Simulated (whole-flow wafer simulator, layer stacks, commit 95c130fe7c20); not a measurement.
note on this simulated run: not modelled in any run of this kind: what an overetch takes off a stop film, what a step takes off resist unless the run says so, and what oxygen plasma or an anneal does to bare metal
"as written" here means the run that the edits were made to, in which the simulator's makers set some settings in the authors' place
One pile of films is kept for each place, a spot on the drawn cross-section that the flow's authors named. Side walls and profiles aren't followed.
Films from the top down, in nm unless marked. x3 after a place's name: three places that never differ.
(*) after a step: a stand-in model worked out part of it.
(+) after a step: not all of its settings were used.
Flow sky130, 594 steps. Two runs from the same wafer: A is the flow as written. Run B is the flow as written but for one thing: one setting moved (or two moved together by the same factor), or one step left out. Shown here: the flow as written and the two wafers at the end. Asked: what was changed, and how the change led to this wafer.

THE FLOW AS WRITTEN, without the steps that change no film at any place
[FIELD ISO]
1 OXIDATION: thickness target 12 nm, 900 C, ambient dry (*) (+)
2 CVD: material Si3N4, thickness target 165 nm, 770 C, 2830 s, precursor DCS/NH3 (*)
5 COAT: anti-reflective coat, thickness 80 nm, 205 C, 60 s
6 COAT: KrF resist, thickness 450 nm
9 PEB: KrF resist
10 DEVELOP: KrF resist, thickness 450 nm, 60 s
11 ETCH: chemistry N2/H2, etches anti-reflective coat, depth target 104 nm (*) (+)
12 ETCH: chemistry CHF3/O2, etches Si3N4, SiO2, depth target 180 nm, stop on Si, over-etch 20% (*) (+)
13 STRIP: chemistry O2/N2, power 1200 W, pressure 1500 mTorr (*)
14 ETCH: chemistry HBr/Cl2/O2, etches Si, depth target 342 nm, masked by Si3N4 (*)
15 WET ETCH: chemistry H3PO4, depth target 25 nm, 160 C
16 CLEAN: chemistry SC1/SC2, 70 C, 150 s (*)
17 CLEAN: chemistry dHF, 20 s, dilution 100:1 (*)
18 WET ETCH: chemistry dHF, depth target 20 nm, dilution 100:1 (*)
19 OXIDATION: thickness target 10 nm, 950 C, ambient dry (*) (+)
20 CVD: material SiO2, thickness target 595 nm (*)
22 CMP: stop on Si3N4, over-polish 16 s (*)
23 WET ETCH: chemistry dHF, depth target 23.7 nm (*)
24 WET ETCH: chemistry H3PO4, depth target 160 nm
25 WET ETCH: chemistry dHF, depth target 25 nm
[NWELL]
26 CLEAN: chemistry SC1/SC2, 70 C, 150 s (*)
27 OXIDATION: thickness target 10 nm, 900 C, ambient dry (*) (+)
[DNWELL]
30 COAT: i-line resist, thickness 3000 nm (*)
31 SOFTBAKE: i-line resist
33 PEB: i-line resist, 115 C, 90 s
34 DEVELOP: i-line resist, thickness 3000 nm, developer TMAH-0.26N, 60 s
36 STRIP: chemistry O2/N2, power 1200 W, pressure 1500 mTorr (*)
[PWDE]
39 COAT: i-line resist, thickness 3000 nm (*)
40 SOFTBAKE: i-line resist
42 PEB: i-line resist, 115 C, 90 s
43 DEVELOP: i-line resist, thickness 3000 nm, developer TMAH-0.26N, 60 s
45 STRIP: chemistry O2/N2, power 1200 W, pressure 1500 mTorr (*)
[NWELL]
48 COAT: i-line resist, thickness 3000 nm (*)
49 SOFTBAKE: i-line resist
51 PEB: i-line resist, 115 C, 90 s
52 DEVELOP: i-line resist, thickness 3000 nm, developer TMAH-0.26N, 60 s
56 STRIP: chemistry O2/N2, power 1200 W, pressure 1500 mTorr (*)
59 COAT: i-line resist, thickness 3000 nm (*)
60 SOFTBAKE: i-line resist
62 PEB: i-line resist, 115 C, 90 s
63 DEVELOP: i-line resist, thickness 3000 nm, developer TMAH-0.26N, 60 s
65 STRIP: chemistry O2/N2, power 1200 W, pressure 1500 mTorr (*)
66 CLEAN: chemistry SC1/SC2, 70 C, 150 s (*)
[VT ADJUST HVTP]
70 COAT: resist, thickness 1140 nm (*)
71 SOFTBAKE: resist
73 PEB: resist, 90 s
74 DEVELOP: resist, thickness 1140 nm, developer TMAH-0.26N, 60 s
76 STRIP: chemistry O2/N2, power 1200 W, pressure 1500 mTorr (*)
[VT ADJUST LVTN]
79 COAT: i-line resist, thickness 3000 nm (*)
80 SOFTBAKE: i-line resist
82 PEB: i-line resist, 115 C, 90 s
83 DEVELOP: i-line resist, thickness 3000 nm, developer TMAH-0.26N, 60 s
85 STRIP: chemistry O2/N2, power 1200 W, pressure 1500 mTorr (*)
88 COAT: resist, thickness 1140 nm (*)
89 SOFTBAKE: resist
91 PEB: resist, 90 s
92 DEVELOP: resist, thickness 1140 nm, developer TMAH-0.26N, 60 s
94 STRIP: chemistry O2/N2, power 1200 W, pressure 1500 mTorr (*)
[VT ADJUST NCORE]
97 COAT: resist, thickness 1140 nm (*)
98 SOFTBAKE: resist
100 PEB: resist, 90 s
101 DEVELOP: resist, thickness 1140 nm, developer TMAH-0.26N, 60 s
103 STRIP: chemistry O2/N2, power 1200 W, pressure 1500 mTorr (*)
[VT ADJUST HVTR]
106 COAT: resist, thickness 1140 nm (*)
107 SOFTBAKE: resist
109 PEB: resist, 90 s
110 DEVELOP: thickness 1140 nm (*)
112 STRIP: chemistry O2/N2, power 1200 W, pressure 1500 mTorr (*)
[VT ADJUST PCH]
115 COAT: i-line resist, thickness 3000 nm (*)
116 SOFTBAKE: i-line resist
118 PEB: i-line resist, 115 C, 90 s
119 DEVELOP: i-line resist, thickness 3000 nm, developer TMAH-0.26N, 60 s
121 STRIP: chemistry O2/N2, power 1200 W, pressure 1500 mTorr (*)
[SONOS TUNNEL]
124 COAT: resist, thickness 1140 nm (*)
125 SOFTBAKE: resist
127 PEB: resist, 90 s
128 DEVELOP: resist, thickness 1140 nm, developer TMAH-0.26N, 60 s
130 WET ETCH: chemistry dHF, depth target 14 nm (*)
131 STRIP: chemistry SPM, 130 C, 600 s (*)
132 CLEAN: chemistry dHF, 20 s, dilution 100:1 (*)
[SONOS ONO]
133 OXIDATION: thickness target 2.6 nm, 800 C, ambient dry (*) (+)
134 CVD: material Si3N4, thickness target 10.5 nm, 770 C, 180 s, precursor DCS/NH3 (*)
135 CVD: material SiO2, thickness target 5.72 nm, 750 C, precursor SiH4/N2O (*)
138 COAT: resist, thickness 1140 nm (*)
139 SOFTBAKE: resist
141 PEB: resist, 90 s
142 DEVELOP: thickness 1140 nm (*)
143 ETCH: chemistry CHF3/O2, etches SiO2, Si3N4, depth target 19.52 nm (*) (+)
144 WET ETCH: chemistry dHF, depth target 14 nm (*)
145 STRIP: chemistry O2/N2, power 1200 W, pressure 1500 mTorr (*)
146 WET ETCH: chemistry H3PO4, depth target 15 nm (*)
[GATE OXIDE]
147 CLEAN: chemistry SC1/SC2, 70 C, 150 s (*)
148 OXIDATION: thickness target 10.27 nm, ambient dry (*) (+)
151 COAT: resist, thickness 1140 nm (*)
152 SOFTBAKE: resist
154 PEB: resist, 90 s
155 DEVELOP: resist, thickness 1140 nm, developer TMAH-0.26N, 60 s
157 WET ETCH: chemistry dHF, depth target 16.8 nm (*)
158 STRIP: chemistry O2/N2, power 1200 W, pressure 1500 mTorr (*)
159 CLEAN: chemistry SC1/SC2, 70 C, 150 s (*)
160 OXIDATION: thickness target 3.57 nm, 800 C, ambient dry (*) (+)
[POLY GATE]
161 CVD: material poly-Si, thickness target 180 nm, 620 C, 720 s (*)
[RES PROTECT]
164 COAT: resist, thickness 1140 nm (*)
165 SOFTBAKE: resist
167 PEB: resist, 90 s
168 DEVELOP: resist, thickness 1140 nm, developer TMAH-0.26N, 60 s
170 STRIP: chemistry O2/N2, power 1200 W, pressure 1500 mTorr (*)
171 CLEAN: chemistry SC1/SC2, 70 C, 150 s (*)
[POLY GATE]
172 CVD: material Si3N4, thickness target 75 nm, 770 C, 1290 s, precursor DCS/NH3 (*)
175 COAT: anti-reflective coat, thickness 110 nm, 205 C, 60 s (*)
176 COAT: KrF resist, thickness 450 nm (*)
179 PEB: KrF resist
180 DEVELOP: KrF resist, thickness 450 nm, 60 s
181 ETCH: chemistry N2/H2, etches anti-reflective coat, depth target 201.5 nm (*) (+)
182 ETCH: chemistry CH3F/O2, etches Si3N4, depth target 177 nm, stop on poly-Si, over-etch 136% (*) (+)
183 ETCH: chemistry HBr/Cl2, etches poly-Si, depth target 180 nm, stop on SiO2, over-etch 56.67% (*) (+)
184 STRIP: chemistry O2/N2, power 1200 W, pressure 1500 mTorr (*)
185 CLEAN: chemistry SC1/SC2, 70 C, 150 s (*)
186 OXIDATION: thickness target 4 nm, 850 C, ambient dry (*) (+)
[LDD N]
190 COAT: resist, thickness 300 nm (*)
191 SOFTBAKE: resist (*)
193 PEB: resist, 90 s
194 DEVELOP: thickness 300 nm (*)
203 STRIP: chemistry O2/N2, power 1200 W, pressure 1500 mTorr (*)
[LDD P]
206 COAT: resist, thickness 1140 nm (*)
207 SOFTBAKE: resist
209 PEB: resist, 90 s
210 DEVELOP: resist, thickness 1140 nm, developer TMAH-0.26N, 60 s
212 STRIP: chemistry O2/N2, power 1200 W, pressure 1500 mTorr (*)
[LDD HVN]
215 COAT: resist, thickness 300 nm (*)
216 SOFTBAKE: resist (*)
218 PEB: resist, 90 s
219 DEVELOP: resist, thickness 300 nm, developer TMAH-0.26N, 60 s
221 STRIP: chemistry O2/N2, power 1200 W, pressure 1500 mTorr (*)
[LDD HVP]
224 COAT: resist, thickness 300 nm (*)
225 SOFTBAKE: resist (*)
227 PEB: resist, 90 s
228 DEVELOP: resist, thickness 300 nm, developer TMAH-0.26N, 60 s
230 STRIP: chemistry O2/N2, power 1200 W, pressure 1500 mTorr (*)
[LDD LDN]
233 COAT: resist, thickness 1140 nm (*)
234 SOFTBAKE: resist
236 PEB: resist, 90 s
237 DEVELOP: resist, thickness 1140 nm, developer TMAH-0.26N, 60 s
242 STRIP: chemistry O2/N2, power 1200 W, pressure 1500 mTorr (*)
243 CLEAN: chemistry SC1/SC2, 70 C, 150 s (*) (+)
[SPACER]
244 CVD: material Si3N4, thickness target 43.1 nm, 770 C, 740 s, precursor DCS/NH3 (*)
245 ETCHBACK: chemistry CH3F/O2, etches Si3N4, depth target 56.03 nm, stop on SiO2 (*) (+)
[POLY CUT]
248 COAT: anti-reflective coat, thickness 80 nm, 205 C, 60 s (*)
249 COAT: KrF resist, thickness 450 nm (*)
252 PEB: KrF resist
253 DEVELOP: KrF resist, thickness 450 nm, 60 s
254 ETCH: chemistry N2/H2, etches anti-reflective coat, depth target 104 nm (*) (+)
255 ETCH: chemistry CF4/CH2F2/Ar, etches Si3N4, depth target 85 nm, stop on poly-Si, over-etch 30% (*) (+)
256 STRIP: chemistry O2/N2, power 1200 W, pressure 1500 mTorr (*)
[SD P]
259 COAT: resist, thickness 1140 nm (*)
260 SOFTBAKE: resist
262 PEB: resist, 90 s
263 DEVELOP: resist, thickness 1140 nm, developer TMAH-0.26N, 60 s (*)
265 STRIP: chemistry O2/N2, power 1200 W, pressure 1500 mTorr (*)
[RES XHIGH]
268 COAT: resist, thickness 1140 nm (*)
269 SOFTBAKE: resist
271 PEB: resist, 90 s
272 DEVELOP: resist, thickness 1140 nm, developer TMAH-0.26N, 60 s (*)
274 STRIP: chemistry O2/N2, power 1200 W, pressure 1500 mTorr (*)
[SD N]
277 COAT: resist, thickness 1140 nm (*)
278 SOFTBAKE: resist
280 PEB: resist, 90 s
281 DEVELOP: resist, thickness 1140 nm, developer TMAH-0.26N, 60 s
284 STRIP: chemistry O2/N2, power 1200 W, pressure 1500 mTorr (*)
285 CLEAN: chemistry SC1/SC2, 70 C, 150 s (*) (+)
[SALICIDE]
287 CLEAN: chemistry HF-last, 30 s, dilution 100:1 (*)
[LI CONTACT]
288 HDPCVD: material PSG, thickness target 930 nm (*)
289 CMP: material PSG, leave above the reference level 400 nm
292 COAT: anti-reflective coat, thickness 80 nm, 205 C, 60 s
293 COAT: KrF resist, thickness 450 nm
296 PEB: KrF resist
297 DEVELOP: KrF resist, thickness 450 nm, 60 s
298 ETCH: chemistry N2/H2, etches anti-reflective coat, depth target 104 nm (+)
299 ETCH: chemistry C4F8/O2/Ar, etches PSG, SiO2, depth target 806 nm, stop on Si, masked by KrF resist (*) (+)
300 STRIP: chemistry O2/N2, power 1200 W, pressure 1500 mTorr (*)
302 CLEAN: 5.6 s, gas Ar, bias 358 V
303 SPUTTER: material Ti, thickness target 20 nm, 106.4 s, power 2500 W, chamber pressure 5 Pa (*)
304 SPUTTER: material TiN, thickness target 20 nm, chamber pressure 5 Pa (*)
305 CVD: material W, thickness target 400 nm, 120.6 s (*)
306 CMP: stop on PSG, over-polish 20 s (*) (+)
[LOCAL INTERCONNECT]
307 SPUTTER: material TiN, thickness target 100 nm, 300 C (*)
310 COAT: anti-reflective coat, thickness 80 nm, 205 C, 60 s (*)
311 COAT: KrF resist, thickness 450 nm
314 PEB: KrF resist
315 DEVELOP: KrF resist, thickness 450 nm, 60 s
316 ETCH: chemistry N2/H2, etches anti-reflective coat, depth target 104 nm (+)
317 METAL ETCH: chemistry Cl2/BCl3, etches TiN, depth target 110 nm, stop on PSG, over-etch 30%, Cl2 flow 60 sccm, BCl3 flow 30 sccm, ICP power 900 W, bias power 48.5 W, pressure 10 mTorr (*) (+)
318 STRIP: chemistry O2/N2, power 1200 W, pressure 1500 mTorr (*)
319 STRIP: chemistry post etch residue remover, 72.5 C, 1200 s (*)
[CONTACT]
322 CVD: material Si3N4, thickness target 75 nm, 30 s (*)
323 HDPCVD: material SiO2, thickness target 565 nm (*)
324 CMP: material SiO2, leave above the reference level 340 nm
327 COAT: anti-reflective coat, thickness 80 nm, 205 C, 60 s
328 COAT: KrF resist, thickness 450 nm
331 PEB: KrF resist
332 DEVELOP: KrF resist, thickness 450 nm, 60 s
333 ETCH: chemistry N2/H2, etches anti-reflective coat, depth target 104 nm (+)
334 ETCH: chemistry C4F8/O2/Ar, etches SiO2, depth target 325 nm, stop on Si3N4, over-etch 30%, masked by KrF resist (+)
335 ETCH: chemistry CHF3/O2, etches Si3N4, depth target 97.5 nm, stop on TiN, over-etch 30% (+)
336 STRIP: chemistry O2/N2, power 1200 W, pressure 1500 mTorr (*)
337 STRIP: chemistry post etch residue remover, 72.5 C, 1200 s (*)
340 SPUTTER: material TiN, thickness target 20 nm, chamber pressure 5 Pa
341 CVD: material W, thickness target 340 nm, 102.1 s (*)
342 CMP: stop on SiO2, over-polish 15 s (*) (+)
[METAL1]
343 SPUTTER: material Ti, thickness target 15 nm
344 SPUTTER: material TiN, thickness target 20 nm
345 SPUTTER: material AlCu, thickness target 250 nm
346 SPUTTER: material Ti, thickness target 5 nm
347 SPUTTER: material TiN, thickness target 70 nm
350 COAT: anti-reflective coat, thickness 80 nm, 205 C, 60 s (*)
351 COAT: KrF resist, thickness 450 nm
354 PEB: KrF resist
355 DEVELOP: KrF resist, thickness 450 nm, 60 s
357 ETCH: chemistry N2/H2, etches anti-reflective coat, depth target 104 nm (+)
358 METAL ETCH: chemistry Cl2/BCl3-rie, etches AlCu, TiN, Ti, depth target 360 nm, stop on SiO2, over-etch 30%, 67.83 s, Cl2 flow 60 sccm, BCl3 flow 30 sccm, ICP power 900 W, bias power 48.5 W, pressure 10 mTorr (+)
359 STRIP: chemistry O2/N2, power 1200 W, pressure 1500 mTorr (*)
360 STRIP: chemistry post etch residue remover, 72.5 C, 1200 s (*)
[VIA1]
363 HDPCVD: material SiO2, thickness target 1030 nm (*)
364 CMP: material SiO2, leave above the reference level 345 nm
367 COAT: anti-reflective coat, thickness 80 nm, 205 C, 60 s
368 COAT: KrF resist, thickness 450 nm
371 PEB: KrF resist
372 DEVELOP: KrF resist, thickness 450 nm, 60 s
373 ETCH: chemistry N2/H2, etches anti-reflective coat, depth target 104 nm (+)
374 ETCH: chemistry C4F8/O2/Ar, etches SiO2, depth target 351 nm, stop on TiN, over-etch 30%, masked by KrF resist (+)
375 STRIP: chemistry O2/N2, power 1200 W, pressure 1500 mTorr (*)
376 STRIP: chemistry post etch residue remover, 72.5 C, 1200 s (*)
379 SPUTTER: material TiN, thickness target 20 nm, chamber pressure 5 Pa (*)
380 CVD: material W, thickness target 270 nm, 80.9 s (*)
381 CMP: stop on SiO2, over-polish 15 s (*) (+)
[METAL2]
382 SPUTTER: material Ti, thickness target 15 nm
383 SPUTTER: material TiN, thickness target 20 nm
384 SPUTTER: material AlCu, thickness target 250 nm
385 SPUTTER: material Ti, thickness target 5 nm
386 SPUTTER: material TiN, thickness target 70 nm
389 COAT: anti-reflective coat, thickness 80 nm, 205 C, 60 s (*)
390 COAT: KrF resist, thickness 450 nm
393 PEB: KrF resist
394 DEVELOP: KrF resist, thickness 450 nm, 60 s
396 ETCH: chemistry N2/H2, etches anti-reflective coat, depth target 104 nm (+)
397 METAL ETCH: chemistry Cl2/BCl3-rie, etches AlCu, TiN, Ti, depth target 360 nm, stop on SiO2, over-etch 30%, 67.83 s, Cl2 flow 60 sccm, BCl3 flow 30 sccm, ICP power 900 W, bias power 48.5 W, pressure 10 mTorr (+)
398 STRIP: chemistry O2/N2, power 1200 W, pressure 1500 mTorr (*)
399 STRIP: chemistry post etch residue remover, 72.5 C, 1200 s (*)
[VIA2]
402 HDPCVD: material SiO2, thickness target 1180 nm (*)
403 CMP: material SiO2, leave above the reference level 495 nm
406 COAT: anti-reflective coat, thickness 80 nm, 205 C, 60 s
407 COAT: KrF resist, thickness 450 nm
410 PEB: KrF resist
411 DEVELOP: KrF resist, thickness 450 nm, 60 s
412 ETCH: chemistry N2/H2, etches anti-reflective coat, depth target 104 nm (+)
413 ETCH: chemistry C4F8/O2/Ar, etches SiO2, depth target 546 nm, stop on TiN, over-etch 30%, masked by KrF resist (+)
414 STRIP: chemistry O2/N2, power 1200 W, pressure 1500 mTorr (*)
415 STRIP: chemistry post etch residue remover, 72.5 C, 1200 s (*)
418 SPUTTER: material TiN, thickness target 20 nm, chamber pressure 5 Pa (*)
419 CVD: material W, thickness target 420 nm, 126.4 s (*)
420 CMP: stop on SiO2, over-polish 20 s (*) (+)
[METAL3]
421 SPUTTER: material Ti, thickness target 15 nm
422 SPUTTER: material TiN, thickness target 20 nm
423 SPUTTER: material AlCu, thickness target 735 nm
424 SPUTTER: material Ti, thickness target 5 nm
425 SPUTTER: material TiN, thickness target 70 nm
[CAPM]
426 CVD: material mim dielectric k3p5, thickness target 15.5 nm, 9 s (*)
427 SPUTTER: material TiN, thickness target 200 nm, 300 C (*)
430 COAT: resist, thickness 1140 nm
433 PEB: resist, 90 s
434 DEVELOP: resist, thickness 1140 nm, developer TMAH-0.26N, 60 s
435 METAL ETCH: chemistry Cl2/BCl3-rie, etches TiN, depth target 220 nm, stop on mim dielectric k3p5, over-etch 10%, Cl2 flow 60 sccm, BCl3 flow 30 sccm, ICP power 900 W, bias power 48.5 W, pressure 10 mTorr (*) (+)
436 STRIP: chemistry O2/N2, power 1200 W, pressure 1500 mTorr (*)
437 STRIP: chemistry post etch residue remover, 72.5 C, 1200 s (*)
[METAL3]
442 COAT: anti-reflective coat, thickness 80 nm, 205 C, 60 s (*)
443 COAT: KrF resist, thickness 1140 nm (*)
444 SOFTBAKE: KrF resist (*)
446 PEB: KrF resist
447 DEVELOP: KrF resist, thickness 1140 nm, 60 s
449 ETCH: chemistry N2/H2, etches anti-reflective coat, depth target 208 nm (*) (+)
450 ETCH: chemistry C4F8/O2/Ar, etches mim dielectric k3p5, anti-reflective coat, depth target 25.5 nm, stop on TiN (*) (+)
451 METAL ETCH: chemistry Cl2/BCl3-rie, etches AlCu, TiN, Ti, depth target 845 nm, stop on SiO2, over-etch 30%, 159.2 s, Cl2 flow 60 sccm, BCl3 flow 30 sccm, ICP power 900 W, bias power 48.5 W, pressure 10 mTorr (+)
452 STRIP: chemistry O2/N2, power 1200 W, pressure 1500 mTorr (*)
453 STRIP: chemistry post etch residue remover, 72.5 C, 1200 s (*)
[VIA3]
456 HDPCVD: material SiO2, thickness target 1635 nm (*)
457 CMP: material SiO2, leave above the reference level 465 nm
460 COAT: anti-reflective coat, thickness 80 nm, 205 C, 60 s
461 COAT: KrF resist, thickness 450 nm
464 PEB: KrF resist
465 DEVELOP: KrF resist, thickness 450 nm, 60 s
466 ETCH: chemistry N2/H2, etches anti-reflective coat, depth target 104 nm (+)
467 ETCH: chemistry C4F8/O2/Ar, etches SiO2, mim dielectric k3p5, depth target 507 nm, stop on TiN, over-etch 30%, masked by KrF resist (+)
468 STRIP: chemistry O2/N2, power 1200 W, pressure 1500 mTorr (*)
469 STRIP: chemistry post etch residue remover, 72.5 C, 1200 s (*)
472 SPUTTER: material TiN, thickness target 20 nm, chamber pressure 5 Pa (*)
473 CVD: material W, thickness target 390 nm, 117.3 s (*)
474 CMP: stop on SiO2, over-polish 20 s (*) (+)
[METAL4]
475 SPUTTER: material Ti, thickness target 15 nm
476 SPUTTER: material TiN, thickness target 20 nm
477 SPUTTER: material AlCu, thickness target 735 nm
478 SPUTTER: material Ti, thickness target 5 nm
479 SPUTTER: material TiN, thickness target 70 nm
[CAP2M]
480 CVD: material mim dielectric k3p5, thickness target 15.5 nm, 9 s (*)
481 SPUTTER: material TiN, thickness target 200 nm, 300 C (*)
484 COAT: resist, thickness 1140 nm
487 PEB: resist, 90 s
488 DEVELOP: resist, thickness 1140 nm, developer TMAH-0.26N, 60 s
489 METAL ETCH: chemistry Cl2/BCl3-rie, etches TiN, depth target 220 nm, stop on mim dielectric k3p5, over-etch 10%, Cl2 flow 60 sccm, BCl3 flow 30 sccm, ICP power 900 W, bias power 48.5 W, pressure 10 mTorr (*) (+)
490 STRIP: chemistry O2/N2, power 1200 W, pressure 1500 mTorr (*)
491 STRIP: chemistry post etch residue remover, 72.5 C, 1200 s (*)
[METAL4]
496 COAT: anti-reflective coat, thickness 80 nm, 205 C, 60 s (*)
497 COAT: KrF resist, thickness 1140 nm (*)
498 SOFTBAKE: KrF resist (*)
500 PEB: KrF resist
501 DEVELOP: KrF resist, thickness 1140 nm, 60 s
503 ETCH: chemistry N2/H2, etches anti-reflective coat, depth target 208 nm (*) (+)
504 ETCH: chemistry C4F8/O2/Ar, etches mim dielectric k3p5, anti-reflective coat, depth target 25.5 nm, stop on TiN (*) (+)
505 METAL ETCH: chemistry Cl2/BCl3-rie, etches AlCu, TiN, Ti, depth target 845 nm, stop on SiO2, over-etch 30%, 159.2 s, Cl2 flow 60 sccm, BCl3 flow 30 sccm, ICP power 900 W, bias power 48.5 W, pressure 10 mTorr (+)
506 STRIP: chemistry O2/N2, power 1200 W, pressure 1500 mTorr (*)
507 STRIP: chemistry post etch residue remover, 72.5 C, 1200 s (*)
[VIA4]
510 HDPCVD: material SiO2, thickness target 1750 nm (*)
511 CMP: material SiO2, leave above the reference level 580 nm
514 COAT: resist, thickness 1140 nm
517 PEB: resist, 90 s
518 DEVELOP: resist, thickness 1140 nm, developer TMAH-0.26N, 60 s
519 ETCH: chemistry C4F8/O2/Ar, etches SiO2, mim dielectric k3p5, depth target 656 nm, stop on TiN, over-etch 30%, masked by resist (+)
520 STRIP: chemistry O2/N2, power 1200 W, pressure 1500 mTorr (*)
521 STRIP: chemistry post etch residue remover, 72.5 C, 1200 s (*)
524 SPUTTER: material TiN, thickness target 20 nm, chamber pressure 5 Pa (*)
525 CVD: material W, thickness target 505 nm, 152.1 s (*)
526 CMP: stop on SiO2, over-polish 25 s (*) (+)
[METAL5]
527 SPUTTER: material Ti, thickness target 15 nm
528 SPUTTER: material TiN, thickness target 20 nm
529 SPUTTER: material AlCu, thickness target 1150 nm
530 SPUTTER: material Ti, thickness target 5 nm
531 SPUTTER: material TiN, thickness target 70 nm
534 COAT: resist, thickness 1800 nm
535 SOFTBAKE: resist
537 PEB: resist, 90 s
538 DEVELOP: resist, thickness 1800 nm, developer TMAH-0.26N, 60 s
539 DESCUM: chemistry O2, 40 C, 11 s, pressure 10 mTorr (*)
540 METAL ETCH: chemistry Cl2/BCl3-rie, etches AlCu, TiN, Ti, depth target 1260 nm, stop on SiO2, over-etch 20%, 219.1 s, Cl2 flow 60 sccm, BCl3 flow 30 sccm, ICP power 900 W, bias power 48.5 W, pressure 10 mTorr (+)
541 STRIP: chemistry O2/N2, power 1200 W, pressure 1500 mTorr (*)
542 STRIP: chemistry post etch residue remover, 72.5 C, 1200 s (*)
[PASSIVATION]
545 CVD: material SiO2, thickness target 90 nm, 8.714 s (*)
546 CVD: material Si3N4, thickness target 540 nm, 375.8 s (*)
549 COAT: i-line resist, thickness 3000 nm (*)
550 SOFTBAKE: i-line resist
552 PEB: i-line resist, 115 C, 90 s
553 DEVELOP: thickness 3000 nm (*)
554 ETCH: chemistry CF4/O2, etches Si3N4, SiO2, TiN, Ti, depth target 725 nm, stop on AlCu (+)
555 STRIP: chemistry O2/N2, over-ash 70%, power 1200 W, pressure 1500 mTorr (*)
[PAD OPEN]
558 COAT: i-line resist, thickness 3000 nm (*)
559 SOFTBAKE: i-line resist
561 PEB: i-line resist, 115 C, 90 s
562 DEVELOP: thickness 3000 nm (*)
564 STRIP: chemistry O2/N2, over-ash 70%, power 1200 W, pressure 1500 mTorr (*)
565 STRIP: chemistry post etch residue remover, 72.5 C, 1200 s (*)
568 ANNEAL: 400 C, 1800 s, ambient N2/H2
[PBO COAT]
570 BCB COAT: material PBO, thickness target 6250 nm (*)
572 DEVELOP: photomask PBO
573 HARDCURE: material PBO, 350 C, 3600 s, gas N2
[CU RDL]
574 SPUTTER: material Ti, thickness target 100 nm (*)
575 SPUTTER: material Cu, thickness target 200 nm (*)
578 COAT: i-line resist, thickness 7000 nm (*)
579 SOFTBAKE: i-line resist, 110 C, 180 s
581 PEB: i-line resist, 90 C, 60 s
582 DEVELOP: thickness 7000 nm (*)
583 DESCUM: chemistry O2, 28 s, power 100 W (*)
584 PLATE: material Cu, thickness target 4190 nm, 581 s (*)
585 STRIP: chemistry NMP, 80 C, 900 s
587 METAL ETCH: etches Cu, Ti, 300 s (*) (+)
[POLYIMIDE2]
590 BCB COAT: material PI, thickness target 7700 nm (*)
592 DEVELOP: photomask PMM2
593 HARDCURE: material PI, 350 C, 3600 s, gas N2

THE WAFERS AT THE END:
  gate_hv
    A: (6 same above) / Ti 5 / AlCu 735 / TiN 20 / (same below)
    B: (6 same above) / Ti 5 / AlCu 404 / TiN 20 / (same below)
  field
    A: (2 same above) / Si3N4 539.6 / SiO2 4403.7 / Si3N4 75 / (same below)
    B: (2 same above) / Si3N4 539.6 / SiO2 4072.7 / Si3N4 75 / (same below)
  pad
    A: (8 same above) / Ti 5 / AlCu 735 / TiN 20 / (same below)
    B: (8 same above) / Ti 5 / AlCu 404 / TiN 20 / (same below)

The cause: step 477, SPUTTER: thickness target 404 nm was run, where the flow has thickness target 735 nm.
It can be read off the wafer: gate_hv has AlCu 404, and step 477 as written asks for 735 nm.

How the change led to this, step by step:
  477 SPUTTER: material AlCu, thickness target 735 nm
      field, active, n_well and 189 more: A AlCu +735 (new film) | B AlCu +404 (new film)
  505 METAL ETCH: chemistry Cl2/BCl3-rie, etches AlCu, TiN, Ti, depth target 845 nm, stop on SiO2, over-etch 30%, 159.2 s, Cl2 flow 60 sccm, BCl3 flow 30 sccm, ICP power 900 W, bias power 48.5 W, pressure 10 mTorr (+)
      field, active, gate and 63 more: A TiN -70 (all of it), Ti -5 (all of it), AlCu -735 (all of it), TiN -20 (all of it), Ti -15 (all of it), SiO2 -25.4 | B TiN -70 (all of it), Ti -5 (all of it), AlCu -404 (all of it), TiN -20 (all of it), Ti -15 (all of it), SiO2 -58.4
      vpp_iso1, m1_ln, poly_licon and 8 more: A TiN -70 (all of it), Ti -5 (all of it), AlCu -735 (all of it), TiN -20 (all of it), Ti -15 (all of it), SiO2 -25.3 | B TiN -70 (all of it), Ti -5 (all of it), AlCu -404 (all of it), TiN -20 (all of it), Ti -15 (all of it), SiO2 -58.4
      (and at 11 more places)
  511 CMP: material SiO2, leave above the reference level 580 nm
      field, active, gate and 66 more: A SiO2 -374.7 | B SiO2 -672.6
      vpp_ln, vpp_iso2, mim_edge_plate and 7 more: A SiO2 -374.7 | B SiO2 -672.5
      (and at 9 more places)
